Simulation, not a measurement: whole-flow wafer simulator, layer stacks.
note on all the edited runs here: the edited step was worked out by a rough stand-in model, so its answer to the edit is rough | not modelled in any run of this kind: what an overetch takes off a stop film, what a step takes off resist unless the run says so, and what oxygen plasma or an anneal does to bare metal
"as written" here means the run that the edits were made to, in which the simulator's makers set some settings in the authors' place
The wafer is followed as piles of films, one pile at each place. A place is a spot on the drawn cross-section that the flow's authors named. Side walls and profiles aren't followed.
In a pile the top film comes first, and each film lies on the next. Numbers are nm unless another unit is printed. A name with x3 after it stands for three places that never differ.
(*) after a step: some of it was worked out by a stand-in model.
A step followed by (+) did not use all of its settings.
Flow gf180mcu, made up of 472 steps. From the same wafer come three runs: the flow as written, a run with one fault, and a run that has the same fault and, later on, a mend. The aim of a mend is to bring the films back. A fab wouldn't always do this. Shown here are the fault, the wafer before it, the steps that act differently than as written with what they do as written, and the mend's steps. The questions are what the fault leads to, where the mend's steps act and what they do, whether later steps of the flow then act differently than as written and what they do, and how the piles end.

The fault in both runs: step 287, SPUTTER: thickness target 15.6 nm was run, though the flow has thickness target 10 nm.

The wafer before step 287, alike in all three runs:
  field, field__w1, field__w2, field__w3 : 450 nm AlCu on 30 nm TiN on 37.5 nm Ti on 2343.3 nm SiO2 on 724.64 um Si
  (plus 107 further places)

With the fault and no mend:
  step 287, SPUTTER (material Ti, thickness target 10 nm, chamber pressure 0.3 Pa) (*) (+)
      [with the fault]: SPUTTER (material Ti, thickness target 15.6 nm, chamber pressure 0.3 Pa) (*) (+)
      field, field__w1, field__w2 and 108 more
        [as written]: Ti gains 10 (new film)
        [with the fault]: Ti gains 15.6 (new film)
  Steps further on in the flow that do not act as written (5 more steps, not shown, differ only slightly: by at most 2% or 0.5 nm, whichever is larger):
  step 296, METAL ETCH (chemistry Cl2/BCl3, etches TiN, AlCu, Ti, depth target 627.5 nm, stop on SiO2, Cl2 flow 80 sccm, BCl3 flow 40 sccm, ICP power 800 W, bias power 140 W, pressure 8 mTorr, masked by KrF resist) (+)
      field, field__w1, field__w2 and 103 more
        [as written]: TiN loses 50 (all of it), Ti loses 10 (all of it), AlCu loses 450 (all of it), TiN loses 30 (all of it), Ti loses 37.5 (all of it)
        [with the fault]: TiN loses 50 (all of it), Ti loses 15.6 (all of it), AlCu loses 450 (all of it), TiN loses 30 (all of it), Ti loses 37.5 (all of it)
  The piles end different from the flow's at field__w8, contact, m1, m1__w1, m1_nw by more than 2% or 0.5 nm, whichever is larger.
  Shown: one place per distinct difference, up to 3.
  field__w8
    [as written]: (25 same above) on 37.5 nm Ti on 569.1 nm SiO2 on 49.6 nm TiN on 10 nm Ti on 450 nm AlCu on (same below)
    [with the fault]: (25 same above) on 37.5 nm Ti on 563.5 nm SiO2 on 49.6 nm TiN on 15.6 nm Ti on 450 nm AlCu on (same below)
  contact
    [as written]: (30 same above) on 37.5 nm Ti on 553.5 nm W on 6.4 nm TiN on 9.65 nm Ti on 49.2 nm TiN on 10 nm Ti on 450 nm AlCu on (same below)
    [with the fault]: (30 same above) on 37.5 nm Ti on 547.8 nm W on 6.42 nm TiN on 9.68 nm Ti on 49.2 nm TiN on 15.6 nm Ti on 450 nm AlCu on (same below)

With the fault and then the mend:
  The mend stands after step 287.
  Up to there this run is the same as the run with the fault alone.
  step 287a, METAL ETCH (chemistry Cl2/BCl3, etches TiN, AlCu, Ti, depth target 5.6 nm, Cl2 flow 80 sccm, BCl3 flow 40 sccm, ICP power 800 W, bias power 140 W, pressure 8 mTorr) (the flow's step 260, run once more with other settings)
      field, field__w1, field__w2 and 108 more
        Ti loses 5.6
  None of the later steps of the flow acts differently than as written at any place that is followed.
  By the end, the piles equal the flow's at every place that both follow.
